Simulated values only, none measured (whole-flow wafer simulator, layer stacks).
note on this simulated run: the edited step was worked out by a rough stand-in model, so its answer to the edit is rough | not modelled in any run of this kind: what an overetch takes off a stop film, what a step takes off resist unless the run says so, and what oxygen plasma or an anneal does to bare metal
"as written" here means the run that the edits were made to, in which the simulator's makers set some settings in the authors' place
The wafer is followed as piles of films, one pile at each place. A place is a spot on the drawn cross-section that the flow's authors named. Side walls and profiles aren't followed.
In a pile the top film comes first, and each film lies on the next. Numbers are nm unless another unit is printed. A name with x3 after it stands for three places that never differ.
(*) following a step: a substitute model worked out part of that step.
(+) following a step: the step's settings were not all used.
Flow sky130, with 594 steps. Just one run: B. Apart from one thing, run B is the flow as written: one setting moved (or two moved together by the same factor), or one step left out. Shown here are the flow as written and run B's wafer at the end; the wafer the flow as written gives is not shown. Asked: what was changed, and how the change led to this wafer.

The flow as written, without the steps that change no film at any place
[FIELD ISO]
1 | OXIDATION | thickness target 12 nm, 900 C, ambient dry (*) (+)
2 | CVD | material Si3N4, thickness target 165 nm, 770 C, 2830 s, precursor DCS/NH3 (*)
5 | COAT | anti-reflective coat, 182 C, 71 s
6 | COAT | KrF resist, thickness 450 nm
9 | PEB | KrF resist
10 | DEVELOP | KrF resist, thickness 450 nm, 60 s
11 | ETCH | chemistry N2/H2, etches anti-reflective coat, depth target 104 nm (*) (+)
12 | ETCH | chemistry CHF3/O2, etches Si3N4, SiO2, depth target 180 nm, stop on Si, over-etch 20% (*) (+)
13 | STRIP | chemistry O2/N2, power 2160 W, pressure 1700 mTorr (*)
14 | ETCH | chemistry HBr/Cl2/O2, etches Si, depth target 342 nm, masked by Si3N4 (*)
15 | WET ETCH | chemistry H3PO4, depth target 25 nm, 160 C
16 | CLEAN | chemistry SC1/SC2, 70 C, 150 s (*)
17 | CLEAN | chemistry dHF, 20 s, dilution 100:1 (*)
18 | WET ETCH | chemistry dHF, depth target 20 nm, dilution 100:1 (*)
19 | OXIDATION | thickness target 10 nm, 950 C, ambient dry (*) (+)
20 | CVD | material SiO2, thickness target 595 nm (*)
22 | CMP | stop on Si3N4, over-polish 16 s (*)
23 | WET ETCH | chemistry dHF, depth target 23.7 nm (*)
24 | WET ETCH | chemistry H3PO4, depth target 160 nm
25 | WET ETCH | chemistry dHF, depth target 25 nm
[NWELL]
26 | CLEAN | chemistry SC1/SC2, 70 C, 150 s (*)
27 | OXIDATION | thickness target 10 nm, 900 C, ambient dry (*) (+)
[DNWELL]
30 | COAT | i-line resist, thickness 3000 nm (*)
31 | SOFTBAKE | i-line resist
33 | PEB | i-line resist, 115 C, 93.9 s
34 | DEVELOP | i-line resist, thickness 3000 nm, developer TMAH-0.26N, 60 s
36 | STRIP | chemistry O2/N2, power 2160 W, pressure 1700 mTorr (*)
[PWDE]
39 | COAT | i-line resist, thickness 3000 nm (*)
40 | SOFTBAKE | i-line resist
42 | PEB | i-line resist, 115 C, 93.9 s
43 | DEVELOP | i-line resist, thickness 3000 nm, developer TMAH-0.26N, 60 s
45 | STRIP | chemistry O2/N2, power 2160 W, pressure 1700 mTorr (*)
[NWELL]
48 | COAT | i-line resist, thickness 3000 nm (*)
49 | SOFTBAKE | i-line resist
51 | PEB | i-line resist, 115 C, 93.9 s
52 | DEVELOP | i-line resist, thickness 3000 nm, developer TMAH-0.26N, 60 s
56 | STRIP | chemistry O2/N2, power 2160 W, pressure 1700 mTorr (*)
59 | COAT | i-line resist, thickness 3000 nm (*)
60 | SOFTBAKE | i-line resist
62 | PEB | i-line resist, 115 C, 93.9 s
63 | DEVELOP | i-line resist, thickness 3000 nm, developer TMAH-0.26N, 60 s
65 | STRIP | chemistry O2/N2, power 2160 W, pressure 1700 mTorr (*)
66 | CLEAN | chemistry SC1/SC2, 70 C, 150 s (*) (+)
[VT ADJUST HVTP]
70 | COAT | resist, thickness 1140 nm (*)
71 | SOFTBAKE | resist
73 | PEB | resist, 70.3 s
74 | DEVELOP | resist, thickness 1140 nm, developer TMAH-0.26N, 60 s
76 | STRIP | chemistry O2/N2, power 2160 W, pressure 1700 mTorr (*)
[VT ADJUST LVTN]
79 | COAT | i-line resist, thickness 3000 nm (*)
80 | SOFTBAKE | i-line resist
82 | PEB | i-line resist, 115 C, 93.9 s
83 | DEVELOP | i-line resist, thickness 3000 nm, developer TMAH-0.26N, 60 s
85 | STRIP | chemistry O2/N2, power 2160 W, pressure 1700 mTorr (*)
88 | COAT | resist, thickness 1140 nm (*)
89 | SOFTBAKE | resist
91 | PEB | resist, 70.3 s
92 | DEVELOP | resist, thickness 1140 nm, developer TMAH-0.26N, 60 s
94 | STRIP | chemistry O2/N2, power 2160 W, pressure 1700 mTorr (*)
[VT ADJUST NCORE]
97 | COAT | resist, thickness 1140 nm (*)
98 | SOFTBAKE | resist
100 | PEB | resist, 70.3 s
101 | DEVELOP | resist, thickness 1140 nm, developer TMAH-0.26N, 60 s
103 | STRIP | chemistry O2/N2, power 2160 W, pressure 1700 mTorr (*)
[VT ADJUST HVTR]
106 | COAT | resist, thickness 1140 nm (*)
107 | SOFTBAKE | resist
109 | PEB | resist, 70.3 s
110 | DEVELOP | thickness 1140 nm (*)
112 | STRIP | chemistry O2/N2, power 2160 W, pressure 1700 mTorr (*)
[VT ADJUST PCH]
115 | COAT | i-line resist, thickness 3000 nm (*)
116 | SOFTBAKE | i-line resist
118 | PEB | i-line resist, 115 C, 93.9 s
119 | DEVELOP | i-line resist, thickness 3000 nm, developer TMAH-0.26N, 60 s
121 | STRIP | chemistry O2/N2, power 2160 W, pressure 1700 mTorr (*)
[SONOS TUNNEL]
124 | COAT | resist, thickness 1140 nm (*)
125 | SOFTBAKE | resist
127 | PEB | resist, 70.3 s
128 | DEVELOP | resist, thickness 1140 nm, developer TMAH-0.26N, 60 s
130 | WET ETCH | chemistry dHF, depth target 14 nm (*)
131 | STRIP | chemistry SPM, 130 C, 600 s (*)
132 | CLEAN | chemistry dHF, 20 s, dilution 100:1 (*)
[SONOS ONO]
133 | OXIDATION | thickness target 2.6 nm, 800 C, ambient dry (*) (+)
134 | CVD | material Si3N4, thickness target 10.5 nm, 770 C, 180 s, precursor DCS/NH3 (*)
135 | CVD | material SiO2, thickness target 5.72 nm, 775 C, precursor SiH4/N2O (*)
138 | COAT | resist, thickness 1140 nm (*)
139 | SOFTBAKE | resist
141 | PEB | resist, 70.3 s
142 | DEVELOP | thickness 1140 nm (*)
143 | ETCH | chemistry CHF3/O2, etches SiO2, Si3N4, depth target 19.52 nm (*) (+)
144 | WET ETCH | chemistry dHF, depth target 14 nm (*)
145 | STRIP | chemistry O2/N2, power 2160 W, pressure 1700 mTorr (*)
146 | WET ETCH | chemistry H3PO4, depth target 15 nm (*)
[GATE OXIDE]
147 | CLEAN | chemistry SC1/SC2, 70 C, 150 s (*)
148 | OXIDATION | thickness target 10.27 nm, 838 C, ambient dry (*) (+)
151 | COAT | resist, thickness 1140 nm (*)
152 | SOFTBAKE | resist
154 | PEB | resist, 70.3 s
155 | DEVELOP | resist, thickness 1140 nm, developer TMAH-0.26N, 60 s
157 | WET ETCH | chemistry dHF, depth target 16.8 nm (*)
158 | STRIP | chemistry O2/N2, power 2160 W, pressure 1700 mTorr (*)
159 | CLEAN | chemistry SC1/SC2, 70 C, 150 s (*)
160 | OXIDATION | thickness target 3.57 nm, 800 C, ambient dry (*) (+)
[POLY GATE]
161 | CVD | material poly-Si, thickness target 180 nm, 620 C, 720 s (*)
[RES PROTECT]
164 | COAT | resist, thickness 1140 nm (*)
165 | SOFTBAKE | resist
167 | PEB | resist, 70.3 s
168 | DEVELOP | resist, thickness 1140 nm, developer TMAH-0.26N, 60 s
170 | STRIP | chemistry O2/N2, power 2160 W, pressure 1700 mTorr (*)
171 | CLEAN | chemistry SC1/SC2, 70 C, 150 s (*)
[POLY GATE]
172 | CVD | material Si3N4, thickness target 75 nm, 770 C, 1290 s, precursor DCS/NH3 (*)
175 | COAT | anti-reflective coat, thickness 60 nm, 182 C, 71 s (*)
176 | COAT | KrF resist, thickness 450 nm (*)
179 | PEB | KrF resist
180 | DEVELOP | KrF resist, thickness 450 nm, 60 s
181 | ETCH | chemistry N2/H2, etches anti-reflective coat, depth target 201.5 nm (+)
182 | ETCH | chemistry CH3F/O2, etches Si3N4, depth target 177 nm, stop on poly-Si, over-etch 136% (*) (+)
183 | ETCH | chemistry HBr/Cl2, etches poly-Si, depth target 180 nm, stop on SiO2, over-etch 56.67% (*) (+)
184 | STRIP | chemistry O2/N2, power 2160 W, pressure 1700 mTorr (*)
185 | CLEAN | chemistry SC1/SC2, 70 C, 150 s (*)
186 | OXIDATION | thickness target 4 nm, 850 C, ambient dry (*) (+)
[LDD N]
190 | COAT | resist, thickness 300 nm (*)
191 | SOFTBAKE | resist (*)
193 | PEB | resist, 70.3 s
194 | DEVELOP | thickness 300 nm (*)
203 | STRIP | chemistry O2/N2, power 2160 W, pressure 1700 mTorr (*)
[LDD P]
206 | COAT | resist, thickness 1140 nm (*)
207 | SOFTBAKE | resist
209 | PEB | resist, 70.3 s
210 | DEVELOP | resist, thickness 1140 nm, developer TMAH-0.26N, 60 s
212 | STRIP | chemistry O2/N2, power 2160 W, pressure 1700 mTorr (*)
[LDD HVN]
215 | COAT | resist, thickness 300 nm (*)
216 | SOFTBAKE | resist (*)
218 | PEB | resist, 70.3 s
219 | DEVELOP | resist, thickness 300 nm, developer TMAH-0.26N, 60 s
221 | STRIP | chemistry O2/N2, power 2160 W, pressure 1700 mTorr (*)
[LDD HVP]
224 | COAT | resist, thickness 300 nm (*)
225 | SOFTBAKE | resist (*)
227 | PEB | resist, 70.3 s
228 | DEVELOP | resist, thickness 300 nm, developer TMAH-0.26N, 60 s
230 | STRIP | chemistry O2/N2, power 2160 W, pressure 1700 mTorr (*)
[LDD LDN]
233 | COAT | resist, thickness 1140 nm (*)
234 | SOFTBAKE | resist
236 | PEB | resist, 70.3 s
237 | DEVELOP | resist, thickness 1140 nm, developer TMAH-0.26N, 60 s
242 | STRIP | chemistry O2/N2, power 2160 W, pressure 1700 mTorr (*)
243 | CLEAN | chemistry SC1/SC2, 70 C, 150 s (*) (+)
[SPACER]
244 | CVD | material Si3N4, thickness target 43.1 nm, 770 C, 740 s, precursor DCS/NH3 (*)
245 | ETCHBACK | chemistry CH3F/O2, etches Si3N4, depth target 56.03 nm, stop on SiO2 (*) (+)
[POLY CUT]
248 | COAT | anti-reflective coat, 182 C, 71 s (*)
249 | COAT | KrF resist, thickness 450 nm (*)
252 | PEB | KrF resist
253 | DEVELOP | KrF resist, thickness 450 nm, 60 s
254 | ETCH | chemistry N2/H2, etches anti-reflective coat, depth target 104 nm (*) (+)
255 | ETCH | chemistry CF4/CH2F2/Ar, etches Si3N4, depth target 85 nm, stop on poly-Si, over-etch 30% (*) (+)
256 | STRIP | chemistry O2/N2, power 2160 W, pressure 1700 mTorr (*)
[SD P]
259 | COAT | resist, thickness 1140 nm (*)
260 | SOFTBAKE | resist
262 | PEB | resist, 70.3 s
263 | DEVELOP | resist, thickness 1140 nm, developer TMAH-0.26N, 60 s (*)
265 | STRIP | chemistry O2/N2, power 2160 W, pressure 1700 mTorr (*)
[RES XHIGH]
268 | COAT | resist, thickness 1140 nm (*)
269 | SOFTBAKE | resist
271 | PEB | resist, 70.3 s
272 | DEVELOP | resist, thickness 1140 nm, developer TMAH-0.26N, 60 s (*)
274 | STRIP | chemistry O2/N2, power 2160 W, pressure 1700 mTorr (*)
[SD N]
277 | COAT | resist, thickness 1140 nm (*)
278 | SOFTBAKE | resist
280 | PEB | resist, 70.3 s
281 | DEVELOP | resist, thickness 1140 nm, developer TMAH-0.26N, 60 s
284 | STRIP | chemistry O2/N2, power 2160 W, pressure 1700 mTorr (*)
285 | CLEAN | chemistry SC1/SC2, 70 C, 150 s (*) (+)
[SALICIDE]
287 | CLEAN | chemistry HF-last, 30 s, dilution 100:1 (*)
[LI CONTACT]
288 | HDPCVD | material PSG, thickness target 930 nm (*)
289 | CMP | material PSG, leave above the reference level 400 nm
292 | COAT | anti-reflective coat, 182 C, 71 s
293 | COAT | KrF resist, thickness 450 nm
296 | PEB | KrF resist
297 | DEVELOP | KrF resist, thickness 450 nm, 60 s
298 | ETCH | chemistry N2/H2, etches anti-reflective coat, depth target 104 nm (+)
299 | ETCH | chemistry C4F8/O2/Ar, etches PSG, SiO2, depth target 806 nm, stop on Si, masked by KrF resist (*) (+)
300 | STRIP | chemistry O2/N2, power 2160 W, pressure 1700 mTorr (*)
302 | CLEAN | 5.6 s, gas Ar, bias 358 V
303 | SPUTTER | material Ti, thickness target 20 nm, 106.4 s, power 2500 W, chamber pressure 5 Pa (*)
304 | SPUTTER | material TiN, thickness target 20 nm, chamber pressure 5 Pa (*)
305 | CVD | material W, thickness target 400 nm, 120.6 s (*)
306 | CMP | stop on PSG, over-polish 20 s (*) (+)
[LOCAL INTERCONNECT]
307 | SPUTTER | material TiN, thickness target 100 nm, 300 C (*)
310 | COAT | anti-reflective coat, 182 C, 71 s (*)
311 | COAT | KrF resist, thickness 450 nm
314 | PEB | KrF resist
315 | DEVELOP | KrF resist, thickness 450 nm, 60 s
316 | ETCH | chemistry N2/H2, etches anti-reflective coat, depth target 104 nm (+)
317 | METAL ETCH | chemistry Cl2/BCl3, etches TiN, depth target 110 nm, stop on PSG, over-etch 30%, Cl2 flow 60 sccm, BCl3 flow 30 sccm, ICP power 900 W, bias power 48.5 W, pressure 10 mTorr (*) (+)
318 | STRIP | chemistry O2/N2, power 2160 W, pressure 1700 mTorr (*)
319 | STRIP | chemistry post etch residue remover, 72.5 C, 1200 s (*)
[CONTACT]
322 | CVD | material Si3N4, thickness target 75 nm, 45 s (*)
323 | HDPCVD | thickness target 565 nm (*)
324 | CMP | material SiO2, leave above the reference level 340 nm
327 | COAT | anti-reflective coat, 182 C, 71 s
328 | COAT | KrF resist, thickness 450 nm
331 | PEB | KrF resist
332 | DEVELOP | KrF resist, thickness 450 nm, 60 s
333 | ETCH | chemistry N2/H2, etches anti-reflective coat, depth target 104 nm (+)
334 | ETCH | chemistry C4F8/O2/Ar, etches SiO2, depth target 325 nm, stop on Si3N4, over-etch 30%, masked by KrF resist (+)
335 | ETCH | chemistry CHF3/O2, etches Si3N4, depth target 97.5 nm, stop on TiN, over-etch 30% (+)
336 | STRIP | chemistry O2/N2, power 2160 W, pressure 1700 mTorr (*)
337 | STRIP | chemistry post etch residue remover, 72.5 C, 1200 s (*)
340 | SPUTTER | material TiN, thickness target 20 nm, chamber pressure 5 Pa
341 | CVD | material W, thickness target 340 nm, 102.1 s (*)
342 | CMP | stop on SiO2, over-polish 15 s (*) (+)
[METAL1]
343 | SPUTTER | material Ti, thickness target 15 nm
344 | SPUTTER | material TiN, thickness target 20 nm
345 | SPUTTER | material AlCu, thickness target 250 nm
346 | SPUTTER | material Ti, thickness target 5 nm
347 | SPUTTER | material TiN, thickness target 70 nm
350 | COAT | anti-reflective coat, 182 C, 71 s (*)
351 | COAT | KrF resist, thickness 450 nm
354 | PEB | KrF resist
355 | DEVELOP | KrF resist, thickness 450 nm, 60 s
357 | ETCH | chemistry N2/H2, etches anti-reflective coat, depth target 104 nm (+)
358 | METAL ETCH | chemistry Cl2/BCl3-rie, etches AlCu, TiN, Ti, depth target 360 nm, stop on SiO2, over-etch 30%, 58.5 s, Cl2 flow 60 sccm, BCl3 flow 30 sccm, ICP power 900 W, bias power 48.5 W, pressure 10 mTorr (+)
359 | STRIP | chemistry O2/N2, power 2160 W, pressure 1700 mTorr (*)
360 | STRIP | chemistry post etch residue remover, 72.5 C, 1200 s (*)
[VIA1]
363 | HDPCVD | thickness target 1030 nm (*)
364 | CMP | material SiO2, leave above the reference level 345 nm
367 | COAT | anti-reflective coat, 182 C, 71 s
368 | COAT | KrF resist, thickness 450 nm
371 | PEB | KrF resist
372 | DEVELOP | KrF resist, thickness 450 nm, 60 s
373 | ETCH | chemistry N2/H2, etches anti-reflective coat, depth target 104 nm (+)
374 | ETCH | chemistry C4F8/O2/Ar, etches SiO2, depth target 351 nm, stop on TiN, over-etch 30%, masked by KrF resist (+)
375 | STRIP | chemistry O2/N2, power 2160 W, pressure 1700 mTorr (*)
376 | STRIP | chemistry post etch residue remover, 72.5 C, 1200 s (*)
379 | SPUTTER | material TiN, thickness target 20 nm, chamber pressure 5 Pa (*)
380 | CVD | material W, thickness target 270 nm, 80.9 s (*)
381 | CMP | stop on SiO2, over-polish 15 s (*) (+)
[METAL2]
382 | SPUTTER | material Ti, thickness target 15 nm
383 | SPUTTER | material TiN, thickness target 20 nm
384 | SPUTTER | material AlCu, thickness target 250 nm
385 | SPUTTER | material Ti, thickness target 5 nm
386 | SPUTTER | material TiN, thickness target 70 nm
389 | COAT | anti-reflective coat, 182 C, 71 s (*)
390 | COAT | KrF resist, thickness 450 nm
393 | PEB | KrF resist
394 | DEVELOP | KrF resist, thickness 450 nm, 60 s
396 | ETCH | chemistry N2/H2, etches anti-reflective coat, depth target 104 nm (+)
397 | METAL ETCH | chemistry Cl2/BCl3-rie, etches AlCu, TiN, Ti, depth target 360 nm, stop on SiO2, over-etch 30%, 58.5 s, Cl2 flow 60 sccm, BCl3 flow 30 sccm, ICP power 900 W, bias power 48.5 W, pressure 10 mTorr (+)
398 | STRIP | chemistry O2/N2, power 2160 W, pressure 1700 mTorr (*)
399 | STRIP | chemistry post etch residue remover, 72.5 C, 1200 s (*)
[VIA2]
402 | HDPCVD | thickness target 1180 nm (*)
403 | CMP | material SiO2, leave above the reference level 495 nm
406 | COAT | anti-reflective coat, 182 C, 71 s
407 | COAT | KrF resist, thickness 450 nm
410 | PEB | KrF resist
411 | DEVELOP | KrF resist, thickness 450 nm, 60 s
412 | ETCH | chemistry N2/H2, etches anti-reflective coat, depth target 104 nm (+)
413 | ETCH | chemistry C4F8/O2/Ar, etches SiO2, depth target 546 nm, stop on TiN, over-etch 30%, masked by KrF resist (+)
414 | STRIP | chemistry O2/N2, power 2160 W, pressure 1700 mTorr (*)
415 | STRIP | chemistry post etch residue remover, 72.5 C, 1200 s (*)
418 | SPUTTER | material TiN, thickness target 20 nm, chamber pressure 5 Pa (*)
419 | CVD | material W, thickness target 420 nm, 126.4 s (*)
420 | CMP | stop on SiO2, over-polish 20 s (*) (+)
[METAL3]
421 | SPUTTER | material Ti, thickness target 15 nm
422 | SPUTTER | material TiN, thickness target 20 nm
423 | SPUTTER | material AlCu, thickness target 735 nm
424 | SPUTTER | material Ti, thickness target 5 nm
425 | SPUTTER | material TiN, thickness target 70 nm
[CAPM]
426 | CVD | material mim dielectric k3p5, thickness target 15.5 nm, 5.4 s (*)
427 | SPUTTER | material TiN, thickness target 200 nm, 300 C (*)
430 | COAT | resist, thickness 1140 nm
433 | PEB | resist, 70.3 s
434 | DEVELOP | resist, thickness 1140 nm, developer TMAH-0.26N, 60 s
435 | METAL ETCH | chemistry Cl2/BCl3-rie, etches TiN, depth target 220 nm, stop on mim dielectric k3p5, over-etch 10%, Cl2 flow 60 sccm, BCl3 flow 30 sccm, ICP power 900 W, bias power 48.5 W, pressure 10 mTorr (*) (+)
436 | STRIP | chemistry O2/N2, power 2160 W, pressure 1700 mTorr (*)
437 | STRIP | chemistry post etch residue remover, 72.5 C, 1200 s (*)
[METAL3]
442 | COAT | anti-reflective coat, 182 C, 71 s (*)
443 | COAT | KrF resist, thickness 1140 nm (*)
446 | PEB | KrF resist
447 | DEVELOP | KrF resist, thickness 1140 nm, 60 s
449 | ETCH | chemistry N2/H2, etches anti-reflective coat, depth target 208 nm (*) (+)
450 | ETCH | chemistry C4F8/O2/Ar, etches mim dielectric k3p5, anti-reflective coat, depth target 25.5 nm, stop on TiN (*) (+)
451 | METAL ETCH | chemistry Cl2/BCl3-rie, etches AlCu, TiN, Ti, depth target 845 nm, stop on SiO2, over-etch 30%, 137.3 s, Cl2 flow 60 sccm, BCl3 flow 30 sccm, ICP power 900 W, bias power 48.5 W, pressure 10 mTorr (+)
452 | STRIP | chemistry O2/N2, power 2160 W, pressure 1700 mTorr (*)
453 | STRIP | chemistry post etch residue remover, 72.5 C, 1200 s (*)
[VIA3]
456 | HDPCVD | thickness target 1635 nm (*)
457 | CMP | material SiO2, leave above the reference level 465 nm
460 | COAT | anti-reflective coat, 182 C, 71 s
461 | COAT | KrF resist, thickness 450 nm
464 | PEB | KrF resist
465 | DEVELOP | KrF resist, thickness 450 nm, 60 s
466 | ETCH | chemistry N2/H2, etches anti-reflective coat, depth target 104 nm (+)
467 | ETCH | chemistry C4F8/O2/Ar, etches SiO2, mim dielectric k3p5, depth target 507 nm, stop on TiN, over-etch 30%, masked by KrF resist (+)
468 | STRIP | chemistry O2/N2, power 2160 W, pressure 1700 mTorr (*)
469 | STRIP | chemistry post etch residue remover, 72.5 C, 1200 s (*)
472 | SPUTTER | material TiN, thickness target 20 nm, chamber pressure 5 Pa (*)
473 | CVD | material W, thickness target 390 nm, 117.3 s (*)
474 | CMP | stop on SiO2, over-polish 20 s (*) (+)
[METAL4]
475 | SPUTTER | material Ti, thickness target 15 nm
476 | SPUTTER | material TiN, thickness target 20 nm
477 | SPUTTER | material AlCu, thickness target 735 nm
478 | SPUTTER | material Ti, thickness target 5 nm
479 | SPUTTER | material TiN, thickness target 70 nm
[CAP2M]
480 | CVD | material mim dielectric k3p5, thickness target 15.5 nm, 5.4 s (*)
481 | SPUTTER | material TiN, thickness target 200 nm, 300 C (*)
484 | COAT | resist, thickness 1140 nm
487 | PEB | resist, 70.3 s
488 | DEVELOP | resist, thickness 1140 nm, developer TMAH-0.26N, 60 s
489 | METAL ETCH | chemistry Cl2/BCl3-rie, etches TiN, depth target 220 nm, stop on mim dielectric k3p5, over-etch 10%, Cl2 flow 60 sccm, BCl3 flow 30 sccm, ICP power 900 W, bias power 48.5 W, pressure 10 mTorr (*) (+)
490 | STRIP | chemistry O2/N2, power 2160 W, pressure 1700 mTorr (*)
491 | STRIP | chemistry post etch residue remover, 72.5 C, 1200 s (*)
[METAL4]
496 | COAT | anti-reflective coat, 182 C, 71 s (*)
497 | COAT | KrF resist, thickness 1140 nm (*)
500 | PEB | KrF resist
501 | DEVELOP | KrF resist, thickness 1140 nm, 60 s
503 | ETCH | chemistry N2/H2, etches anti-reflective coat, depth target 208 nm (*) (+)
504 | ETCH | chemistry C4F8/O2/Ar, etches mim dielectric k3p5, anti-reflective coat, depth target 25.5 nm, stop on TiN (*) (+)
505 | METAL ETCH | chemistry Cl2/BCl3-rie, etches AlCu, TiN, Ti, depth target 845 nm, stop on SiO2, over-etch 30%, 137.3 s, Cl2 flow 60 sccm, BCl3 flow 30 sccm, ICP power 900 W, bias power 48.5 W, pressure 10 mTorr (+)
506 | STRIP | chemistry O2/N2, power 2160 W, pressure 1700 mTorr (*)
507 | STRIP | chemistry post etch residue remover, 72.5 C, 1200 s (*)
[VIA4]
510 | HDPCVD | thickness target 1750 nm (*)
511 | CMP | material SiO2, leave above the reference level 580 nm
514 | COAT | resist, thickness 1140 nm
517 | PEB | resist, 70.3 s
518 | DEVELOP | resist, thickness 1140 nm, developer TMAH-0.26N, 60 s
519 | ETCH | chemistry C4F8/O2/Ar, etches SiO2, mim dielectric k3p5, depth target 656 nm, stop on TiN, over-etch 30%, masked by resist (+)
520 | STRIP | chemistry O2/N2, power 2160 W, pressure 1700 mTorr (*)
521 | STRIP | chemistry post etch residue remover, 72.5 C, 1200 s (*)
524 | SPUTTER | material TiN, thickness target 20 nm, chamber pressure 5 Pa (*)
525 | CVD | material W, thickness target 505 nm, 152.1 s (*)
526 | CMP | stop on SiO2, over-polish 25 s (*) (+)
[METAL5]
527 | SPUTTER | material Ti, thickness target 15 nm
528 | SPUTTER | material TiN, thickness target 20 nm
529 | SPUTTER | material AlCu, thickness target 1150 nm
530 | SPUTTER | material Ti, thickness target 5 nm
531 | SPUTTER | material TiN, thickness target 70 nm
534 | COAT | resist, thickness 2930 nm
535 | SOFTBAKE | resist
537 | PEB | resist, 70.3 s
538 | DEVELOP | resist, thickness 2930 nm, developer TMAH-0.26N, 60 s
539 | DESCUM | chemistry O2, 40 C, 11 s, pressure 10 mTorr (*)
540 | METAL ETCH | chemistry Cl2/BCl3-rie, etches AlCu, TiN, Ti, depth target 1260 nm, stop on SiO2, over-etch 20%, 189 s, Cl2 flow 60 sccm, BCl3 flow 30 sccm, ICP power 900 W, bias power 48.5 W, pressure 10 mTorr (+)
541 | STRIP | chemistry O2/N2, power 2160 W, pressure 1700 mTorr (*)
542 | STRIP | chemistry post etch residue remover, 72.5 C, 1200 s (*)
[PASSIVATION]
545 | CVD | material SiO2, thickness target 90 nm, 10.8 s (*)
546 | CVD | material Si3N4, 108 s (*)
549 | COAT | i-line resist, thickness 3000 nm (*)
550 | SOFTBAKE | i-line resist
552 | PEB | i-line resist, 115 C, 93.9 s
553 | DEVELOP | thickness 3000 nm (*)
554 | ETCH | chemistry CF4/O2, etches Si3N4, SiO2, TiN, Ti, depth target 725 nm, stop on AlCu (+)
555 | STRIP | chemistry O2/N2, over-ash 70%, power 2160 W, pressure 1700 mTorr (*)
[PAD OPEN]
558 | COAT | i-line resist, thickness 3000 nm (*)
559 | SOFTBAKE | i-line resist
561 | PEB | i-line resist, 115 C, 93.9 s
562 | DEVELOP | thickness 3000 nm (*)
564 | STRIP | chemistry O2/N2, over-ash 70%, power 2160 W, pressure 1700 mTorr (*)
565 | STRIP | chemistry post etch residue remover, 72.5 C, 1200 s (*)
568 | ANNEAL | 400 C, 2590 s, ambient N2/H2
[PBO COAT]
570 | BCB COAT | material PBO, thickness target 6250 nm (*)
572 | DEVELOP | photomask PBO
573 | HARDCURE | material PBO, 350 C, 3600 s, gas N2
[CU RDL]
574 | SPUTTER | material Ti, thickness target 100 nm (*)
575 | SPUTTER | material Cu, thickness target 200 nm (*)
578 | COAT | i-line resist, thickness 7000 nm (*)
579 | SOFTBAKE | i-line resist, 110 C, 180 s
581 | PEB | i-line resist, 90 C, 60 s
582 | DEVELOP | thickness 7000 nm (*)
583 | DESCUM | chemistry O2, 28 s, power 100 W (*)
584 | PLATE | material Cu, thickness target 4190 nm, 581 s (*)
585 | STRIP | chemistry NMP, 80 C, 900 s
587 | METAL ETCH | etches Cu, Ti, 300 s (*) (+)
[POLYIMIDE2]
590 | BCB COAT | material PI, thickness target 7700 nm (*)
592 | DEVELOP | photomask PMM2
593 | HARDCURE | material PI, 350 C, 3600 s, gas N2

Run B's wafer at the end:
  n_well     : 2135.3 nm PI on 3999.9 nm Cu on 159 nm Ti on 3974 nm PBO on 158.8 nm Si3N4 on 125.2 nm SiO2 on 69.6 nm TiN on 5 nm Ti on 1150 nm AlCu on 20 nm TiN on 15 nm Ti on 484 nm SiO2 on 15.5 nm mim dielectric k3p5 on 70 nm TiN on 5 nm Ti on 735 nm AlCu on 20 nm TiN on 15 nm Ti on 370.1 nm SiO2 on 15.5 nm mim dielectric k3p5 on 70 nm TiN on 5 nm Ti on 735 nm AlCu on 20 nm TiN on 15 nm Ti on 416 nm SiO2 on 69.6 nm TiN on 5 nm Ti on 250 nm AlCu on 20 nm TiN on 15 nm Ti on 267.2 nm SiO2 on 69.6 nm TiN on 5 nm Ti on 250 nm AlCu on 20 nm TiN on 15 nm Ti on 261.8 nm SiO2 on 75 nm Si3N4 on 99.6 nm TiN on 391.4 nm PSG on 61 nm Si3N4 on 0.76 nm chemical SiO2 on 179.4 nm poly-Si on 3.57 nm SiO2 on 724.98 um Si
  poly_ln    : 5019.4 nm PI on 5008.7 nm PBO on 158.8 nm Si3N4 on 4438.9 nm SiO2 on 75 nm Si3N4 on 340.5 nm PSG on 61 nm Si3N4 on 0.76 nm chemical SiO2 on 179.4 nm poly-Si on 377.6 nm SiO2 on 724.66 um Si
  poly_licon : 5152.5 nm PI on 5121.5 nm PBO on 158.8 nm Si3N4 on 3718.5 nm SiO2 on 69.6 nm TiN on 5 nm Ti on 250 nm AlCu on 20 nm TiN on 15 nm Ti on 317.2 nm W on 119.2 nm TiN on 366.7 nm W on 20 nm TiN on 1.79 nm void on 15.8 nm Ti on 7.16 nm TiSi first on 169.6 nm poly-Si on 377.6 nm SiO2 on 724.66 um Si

Cause: step 574, SPUTTER: thickness target 159 nm was run, though the flow has thickness target 100 nm.
One can read it off the wafer: n_well has Ti 159, and step 574 as written asks for 100 nm.

The path from the change to this, step by step:
  574 | SPUTTER | material Ti, thickness target 100 nm (*)
      field, active, n_well and 190 more: +159 Ti (new film) (in the flow as written it would be: +100 Ti (new film))
  587 | METAL ETCH | etches Cu, Ti, 300 s (*) (+)
      field, active, gate and 167 more: -200 Cu (all of it), -159 Ti (all of it) (in the flow as written it would be: -200 Cu (all of it), -100 Ti (all of it))
  590 | BCB COAT | material PI, thickness target 7700 nm (*)
      de16_gate_nw: +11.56 um PI (new film) (in the flow as written it would be: +11.5 um PI (new film))
